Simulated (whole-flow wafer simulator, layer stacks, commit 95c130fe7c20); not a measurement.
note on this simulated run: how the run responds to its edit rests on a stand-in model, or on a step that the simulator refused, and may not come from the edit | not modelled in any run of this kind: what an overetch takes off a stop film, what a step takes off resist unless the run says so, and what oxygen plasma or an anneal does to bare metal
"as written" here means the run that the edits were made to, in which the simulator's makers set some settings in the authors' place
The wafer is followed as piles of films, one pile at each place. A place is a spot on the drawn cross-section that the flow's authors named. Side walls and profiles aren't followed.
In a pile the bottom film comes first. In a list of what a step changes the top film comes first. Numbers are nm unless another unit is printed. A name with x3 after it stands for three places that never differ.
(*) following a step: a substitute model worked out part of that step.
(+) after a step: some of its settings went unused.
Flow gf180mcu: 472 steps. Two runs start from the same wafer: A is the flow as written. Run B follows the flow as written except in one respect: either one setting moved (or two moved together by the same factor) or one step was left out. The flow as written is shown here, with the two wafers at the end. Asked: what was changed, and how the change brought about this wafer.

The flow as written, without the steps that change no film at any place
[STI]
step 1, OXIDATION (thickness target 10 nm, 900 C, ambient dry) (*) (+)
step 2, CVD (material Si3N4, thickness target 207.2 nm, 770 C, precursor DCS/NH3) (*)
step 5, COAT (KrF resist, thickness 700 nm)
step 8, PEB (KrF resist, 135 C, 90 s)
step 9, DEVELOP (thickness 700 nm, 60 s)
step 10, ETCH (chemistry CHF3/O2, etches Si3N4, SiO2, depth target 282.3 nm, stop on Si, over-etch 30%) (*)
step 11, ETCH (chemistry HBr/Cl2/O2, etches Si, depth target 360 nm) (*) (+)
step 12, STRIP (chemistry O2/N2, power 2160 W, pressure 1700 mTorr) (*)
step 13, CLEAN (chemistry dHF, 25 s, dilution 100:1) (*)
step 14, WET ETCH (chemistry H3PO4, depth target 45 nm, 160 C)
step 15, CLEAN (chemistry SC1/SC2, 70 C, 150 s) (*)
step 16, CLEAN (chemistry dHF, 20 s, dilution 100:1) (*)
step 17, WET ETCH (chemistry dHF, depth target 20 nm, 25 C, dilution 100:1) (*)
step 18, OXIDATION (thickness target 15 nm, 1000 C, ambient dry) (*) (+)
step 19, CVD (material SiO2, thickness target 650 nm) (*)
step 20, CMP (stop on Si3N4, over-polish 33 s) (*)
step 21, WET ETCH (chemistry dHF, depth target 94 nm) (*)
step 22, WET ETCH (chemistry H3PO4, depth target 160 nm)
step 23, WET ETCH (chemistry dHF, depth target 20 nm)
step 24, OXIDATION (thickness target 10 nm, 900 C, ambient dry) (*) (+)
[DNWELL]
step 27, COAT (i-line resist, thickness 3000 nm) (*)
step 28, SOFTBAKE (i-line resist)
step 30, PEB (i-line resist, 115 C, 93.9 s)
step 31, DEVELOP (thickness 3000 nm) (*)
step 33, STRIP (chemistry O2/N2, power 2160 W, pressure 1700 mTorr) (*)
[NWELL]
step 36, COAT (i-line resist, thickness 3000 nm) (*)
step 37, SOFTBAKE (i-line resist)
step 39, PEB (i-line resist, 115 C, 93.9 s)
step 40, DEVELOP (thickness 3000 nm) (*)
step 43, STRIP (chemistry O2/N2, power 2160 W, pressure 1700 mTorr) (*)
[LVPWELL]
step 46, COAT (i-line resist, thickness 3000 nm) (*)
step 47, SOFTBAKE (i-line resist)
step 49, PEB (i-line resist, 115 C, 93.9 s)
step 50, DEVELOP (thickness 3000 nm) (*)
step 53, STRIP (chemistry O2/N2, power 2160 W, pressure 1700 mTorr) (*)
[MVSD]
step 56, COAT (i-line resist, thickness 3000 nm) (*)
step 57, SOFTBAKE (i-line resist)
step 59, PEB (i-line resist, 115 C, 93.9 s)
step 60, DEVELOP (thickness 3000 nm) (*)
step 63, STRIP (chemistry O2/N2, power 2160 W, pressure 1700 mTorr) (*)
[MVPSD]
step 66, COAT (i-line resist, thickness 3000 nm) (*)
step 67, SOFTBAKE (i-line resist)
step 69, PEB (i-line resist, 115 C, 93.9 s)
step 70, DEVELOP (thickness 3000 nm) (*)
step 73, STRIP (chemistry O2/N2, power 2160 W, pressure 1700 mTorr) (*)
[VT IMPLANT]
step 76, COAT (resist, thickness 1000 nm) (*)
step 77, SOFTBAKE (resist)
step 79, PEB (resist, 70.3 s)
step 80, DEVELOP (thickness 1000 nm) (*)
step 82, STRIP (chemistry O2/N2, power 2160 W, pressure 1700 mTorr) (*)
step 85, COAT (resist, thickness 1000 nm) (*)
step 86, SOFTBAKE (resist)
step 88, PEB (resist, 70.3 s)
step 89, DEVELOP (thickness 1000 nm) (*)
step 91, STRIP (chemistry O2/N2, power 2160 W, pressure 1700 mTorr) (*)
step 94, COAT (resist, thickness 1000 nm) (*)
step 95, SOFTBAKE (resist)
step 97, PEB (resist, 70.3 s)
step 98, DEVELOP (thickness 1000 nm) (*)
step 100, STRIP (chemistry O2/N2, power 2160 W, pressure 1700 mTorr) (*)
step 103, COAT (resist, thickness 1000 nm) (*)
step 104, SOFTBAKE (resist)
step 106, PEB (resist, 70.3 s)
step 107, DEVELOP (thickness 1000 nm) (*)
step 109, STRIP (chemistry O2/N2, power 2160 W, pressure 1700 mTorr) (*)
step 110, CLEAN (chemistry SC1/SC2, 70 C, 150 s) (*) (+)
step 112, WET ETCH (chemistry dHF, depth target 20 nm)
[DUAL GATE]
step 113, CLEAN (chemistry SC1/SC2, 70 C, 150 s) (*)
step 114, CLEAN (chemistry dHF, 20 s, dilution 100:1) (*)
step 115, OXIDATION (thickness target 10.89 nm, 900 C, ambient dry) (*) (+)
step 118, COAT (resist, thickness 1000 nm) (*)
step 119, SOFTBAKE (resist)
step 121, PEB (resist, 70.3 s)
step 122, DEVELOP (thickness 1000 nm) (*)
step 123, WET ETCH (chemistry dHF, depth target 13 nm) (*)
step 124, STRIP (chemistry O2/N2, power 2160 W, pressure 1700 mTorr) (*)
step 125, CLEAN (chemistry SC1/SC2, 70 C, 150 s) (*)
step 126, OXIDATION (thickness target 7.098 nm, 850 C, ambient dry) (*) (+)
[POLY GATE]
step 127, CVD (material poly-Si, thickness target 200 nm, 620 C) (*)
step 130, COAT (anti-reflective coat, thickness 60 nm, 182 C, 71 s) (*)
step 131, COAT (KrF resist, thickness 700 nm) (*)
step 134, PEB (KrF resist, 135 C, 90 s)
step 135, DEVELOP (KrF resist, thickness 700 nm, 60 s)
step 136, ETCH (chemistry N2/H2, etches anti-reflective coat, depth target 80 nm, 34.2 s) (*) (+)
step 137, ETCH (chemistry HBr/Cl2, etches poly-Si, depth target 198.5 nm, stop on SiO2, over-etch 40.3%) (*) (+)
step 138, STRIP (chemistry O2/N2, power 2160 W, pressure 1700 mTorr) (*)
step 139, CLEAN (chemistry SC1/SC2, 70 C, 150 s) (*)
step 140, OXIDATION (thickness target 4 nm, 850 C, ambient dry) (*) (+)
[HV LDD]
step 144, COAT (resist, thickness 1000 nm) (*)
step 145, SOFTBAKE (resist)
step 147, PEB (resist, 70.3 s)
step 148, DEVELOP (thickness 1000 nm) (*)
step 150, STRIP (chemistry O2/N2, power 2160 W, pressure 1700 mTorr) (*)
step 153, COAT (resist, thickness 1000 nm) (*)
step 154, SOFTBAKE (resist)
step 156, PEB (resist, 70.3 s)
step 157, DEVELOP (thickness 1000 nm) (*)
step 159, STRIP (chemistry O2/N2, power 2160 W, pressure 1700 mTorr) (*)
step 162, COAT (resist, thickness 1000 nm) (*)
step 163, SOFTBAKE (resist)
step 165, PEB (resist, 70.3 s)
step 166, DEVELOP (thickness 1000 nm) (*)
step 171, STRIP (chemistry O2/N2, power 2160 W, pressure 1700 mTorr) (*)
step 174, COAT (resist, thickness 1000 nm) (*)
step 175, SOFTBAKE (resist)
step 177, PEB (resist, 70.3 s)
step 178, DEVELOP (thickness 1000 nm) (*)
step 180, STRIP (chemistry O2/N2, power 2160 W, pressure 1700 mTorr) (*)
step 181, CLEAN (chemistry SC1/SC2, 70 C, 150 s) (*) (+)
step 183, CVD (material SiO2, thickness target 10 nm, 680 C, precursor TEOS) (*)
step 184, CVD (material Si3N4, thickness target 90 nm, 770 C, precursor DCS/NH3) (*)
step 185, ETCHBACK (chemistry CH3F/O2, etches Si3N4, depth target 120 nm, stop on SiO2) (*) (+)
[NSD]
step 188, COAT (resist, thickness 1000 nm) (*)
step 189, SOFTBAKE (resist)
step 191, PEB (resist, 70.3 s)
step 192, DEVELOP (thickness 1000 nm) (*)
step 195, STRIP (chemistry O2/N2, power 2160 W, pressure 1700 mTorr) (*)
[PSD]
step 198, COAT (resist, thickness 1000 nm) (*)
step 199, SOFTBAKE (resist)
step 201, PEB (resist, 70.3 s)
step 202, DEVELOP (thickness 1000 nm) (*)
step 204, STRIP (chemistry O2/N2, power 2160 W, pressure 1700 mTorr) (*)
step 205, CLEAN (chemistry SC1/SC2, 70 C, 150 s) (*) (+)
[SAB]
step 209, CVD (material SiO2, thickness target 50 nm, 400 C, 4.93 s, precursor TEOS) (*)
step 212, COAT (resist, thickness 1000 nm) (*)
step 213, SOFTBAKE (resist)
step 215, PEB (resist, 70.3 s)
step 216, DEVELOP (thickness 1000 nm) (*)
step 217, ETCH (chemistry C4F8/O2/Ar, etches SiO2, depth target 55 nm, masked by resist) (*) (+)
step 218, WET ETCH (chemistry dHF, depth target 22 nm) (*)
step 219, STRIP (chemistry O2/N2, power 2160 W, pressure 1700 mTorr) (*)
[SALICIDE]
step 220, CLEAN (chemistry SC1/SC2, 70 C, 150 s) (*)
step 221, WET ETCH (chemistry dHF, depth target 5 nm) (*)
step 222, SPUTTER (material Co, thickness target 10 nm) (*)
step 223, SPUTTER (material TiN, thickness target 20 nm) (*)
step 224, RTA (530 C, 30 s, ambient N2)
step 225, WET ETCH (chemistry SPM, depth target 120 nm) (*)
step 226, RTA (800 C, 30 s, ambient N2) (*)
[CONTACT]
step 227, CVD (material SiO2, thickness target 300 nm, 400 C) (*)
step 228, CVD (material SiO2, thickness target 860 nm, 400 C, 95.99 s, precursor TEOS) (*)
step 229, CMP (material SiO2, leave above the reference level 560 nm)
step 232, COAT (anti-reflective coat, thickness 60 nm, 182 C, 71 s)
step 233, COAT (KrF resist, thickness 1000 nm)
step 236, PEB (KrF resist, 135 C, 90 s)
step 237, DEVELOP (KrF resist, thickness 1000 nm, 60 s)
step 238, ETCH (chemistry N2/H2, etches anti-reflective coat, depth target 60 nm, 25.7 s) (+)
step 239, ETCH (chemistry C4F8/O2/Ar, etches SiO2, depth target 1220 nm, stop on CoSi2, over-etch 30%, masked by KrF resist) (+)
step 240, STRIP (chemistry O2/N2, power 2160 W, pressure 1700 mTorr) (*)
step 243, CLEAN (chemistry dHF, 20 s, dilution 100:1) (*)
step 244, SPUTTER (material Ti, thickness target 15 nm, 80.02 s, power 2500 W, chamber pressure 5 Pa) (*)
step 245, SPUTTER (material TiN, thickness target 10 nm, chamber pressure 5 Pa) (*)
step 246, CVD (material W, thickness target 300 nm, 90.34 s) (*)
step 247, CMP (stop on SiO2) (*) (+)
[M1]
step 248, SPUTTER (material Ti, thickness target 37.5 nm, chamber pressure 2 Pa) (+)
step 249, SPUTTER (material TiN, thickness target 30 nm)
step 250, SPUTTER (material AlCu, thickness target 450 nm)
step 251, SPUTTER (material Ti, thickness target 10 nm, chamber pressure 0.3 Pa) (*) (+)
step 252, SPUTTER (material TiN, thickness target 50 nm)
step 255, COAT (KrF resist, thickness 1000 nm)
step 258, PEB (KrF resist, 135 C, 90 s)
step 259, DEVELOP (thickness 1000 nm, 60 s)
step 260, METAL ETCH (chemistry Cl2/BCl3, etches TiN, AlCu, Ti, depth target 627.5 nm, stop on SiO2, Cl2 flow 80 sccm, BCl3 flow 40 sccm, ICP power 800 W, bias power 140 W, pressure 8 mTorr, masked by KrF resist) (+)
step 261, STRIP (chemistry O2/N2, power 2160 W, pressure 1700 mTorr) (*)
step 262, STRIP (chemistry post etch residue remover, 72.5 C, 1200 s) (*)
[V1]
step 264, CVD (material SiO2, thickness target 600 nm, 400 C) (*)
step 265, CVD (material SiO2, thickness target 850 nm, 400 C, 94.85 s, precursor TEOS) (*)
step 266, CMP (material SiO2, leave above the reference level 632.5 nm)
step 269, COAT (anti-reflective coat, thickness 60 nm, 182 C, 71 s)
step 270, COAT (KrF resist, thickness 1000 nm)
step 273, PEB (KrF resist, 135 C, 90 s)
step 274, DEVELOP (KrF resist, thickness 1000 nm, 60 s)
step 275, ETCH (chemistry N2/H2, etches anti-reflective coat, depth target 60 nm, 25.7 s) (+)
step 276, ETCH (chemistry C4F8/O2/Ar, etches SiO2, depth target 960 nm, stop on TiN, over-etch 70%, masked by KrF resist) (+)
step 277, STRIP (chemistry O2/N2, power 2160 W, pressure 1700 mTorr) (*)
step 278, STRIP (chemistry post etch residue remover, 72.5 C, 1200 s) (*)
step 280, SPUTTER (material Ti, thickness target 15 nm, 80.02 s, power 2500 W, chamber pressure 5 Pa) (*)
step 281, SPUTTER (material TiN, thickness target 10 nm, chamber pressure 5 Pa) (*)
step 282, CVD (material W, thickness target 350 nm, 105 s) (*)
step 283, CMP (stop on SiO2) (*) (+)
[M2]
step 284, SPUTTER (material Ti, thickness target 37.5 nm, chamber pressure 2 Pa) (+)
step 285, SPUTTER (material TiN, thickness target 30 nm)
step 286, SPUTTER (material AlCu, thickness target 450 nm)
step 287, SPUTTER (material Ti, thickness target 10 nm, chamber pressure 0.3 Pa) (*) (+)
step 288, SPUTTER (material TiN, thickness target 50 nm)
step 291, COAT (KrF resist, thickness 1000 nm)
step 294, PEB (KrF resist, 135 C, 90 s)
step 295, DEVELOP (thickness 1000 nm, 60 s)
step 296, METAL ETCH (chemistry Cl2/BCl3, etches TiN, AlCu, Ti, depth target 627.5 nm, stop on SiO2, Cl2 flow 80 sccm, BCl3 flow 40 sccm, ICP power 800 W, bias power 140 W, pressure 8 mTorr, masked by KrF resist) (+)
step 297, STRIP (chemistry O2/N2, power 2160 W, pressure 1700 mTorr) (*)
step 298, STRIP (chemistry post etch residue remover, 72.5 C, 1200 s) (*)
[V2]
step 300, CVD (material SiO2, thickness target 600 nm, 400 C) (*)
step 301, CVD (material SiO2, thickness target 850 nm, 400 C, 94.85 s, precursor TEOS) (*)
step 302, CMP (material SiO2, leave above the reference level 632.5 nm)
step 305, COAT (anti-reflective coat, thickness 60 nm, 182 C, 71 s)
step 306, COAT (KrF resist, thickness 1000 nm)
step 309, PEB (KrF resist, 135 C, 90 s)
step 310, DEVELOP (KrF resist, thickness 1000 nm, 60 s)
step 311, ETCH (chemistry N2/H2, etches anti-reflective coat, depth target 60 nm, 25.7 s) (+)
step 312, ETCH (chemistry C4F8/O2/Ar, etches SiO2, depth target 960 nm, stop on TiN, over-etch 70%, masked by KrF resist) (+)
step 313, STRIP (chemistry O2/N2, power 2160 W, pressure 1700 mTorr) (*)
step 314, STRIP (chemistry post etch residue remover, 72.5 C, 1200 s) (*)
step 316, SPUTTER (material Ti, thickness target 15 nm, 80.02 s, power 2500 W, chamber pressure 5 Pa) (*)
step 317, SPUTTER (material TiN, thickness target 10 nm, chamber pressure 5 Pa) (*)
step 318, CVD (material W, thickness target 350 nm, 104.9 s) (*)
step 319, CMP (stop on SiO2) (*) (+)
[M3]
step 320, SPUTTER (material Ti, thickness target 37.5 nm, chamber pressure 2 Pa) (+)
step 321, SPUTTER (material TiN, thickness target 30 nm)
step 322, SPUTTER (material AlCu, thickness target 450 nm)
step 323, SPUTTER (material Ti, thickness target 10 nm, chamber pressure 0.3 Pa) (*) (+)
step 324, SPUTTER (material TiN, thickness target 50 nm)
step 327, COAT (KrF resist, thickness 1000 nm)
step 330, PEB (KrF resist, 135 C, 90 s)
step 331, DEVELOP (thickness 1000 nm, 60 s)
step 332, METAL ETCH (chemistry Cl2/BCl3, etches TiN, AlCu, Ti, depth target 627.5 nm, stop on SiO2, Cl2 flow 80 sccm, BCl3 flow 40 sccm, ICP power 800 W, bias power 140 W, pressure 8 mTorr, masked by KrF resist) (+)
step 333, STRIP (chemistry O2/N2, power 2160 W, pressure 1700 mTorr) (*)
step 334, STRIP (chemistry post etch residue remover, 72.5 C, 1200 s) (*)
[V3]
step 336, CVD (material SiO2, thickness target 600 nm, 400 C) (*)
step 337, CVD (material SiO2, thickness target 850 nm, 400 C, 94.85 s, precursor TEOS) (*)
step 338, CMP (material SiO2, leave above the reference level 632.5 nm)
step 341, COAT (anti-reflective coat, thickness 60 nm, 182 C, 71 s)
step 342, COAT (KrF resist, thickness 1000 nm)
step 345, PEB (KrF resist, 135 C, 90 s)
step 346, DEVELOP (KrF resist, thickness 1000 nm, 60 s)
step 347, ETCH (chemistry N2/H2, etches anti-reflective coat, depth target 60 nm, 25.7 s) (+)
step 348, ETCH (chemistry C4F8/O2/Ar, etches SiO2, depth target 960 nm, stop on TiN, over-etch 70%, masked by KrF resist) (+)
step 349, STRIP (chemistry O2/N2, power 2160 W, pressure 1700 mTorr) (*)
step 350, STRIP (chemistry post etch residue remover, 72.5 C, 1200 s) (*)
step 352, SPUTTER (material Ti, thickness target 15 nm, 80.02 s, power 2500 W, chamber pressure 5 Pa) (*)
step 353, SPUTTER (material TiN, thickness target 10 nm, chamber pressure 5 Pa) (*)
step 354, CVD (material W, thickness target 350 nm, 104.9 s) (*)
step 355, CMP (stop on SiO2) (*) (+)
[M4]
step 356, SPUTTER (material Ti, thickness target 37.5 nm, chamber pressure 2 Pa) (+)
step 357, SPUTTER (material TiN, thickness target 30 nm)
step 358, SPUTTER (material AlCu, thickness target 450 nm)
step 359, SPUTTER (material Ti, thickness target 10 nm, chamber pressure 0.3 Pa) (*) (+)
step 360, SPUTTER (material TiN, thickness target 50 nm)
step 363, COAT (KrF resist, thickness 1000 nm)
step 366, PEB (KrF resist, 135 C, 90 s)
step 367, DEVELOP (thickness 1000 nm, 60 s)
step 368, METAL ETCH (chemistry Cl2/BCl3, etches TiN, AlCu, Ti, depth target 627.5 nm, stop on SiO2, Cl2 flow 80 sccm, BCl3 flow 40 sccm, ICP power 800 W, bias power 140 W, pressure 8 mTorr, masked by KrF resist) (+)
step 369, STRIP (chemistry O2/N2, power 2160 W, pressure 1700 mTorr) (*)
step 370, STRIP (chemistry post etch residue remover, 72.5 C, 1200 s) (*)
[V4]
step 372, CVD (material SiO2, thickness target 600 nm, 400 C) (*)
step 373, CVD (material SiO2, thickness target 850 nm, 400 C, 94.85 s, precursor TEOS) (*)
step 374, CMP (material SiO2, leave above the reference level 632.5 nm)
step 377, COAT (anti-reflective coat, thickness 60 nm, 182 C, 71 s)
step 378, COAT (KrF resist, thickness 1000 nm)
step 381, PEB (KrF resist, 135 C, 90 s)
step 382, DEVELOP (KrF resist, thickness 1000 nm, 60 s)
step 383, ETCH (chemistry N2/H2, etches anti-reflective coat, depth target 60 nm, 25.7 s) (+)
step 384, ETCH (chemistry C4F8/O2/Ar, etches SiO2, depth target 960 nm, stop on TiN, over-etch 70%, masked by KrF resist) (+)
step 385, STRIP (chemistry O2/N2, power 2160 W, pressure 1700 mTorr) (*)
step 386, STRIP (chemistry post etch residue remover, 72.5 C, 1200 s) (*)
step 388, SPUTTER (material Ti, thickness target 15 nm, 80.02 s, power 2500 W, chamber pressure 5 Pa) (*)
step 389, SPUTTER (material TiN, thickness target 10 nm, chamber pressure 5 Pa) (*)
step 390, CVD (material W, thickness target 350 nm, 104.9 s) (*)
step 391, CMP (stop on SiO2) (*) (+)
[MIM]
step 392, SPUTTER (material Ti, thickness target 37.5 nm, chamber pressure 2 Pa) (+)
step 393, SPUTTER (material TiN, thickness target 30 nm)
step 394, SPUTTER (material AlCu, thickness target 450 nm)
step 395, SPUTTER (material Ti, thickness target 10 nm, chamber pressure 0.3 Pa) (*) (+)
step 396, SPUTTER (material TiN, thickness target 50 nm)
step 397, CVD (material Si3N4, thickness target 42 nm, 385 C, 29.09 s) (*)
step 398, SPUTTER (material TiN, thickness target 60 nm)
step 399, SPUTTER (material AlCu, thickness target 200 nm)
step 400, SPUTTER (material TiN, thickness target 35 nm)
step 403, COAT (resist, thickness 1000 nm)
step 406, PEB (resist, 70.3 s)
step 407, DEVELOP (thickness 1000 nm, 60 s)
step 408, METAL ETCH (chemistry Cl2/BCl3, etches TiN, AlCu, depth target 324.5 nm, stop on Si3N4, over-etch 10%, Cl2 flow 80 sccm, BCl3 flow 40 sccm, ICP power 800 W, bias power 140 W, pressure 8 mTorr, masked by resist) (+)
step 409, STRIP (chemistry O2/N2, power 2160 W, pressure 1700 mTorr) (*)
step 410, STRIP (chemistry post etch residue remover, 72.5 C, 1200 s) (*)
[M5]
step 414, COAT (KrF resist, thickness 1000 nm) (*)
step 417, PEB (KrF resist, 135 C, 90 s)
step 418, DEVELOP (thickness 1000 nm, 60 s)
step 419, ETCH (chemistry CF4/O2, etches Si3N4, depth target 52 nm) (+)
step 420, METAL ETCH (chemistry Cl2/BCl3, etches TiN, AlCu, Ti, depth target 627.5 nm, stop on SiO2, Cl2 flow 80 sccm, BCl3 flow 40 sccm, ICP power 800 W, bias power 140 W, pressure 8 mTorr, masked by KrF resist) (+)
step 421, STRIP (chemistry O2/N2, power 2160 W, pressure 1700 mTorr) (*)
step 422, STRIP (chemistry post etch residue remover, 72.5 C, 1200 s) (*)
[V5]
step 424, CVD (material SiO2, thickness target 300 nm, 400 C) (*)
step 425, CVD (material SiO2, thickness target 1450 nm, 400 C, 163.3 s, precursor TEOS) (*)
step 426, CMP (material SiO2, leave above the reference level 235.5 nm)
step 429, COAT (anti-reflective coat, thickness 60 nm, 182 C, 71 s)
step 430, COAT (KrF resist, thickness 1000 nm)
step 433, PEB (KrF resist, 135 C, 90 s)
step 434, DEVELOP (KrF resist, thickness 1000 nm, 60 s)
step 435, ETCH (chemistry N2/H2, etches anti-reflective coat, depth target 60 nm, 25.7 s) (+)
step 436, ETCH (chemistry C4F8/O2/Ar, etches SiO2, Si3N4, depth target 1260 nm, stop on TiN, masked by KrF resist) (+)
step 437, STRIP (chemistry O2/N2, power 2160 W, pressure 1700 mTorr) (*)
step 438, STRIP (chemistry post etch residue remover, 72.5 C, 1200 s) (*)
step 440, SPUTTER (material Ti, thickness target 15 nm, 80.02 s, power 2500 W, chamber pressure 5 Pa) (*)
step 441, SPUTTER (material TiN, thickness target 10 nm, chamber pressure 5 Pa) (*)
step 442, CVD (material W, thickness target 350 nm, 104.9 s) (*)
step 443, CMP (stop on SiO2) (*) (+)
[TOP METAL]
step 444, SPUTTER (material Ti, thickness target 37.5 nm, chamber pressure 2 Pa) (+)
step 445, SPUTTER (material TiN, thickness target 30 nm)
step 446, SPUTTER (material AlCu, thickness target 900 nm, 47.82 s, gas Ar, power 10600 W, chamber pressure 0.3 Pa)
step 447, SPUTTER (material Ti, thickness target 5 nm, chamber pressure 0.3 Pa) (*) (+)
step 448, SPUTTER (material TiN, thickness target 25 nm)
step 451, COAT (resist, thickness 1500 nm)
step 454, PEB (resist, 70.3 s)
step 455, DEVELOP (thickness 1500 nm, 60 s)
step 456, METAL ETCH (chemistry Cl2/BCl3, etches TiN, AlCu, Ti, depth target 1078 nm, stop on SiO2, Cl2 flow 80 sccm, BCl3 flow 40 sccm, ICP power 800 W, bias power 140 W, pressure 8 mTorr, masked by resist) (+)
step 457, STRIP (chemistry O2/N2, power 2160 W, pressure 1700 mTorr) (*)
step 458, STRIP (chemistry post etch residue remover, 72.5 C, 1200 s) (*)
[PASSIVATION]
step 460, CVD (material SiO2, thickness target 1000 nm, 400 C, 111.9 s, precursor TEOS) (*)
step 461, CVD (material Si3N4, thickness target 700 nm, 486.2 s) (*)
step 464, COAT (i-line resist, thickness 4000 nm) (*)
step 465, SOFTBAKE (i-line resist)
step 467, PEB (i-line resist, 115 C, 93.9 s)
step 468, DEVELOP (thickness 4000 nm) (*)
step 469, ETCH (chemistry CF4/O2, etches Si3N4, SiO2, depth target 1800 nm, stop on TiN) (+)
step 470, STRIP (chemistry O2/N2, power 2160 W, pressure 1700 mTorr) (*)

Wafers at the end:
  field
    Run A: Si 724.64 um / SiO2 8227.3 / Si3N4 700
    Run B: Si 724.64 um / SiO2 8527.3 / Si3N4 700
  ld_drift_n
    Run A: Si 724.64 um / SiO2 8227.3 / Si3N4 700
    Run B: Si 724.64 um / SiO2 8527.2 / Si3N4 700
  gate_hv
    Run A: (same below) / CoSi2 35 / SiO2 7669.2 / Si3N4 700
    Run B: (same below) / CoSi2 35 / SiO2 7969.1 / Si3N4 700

Cause: step 374, CMP: leave above the reference level 967.7 nm was run, whereas the flow has leave above the reference level 632.5 nm.

How this came from the change, step by step:
  step 374, CMP (material SiO2, leave above the reference level 632.5 nm)
      field, field__w1, field__w2 and 103 more: A SiO2 loses 300 | B nothing
      field__w8, contact, m1, m1__w1, m1_nw: A SiO2 loses 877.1 | B SiO2 loses 541.9
  step 377, COAT (anti-reflective coat, thickness 60 nm, 182 C, 71 s)
      field: A anti-reflective coat gains 60 (new film) | B anti-reflective coat gains 74 (new film)
      field__w8: A anti-reflective coat gains 60 (new film) | B anti-reflective coat gains 40 (new film)
      (also at 11 further places)
  step 383, ETCH (chemistry N2/H2, etches anti-reflective coat, depth target 60 nm, 25.7 s) (+)
      contact: A anti-reflective coat loses 60 (all of it), SiO2 loses 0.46 | B anti-reflective coat loses 40.9 (all of it), SiO2 loses 0.95
  step 384, ETCH (chemistry C4F8/O2/Ar, etches SiO2, depth target 960 nm, stop on TiN, over-etch 70%, masked by KrF resist) (+)
      contact: A SiO2 loses 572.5 (all of it) | B SiO2 loses 907.2 (all of it)
  step 385, STRIP (chemistry O2/N2, power 2160 W, pressure 1700 mTorr) (*)
      field: A KrF resist loses 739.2 (all of it), anti-reflective coat loses 60 (all of it) | B KrF resist loses 732.2 (all of it), anti-reflective coat loses 74 (all of it)
      field__w8: A KrF resist loses 739.2 (all of it), anti-reflective coat loses 60 (all of it) | B KrF resist loses 735.9 (all of it), anti-reflective coat loses 40 (all of it)
      (also at 10 further places)
  step 388, SPUTTER (material Ti, thickness target 15 nm, 80.02 s, power 2500 W, chamber pressure 5 Pa) (*)
      contact: A Ti gains 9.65 (new film) | B Ti gains 8.11 (new film)
  step 389, SPUTTER (material TiN, thickness target 10 nm, chamber pressure 5 Pa) (*)
      contact: A TiN gains 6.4 (new film) | B TiN gains 5.38 (new film)
  step 390, CVD (material W, thickness target 350 nm, 104.9 s) (*)
      contact: A W gains 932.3 (new film) | B W gains 1234.8 (new film)
  step 391, CMP (stop on SiO2) (*) (+)
      m1, m1__w1, m1_nw: A W loses 350 (all of it), TiN loses 10 (all of it), Ti loses 15 (all of it), SiO2 loses 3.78 | B W loses 350 (all of it), TiN loses 10 (all of it), Ti loses 15 (all of it), SiO2 loses 5.18
      field__w8: A W loses 350 (all of it), TiN loses 10 (all of it), Ti loses 15 (all of it), SiO2 loses 3.78 | B W loses 350 (all of it), TiN loses 10 (all of it), Ti loses 15 (all of it), SiO2 loses 5.19
  step 403, COAT (resist, thickness 1000 nm)
      field__w8: A resist gains 1000 (new film) | B resist gains 970.6 (new film)
      m1: A resist gains 1000 (new film) | B resist gains 970.4 (new film)
      (also at 2 further places)
  step 404, SOFTBAKE (resist)
      field__w8: A nothing | B resist loses 0.95
      contact: A nothing | B resist loses 0.81
      (also at 5 further places)
  step 407, DEVELOP (thickness 1000 nm, 60 s)
      field__w8: A resist loses 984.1 (all of it) | B resist loses 954.2 (all of it)
      m1: A resist loses 984.1 (all of it) | B resist loses 953.8 (all of it)
      (also at 2 further places)
  step 414, COAT (KrF resist, thickness 1000 nm) (*)
      field__w8: A KrF resist gains 1000 (new film) | B KrF resist gains 972 (new film)
      m1: A KrF resist gains 1000.5 (new film) | B KrF resist gains 972.1 (new film)
      (also at 2 further places)
  step 421, STRIP (chemistry O2/N2, power 2160 W, pressure 1700 mTorr) (*)
      field__w8: A KrF resist loses 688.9 (all of it) | B KrF resist loses 661.2 (all of it)
      m1: A KrF resist loses 689.3 (all of it) | B KrF resist loses 661.3 (all of it)
      (also at 2 further places)
  step 426, CMP (material SiO2, leave above the reference level 235.5 nm)
      field__w8, m1, m1__w1, m1_nw: A SiO2 loses 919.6 | B SiO2 loses 953.4
